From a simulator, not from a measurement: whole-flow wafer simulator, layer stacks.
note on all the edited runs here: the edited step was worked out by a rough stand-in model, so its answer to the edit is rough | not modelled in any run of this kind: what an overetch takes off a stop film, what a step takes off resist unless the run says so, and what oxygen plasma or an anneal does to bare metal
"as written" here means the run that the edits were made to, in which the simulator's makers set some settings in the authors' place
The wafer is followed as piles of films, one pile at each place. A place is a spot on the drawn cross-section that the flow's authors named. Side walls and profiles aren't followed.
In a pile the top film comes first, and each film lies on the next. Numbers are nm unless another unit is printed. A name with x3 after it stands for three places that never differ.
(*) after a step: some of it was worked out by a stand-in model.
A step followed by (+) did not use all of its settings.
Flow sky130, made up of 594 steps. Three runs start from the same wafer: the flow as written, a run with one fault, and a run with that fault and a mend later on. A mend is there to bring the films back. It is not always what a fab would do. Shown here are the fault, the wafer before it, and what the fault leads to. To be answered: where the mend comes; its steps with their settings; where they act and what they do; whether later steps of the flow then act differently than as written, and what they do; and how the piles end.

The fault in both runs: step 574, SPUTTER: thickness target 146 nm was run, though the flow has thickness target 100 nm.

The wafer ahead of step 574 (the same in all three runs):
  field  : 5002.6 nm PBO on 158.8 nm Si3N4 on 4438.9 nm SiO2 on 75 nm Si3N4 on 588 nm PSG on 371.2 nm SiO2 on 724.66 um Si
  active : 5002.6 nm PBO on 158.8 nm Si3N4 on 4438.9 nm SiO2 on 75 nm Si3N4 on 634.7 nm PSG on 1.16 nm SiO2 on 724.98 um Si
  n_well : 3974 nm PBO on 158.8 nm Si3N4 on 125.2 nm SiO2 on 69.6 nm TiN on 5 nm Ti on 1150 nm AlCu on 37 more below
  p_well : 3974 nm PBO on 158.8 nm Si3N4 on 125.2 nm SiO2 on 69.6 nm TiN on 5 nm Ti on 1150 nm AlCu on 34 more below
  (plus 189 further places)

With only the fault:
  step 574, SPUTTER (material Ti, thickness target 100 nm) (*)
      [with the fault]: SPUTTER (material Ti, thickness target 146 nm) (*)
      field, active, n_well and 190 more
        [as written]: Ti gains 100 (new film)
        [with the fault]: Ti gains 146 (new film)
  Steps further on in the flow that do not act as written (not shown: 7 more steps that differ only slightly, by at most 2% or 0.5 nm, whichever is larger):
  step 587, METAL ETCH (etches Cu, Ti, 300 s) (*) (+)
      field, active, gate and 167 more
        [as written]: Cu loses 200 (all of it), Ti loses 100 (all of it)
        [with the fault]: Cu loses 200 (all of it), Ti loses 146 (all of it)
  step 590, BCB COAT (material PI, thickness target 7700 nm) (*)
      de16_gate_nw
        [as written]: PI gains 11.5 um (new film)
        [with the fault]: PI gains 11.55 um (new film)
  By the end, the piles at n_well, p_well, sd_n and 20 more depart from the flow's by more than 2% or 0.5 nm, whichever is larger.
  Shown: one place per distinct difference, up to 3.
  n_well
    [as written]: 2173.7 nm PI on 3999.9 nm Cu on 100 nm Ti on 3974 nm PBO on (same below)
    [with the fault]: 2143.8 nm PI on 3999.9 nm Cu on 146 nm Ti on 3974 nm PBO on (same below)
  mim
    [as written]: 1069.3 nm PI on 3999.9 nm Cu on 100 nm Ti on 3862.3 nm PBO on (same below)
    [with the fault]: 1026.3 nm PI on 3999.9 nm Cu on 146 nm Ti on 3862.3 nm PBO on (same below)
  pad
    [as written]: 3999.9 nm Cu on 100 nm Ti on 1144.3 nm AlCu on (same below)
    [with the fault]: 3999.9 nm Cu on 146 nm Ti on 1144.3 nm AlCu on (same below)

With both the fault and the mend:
  The mend stands after step 574.
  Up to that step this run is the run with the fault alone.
  step 574a, ETCH (chemistry CF4/O2, etches Si3N4, SiO2, TiN, Ti, depth target 46 nm) (the flow's step 554, run once more with other settings)
      field, active, n_well and 190 more
        Ti loses 46
  None of the later steps of the flow differs from how it acts as written, at any place that is followed, by more than 2% or 0.5 nm, whichever is larger.
  At every place that both follow, the piles at the end match the flow's.
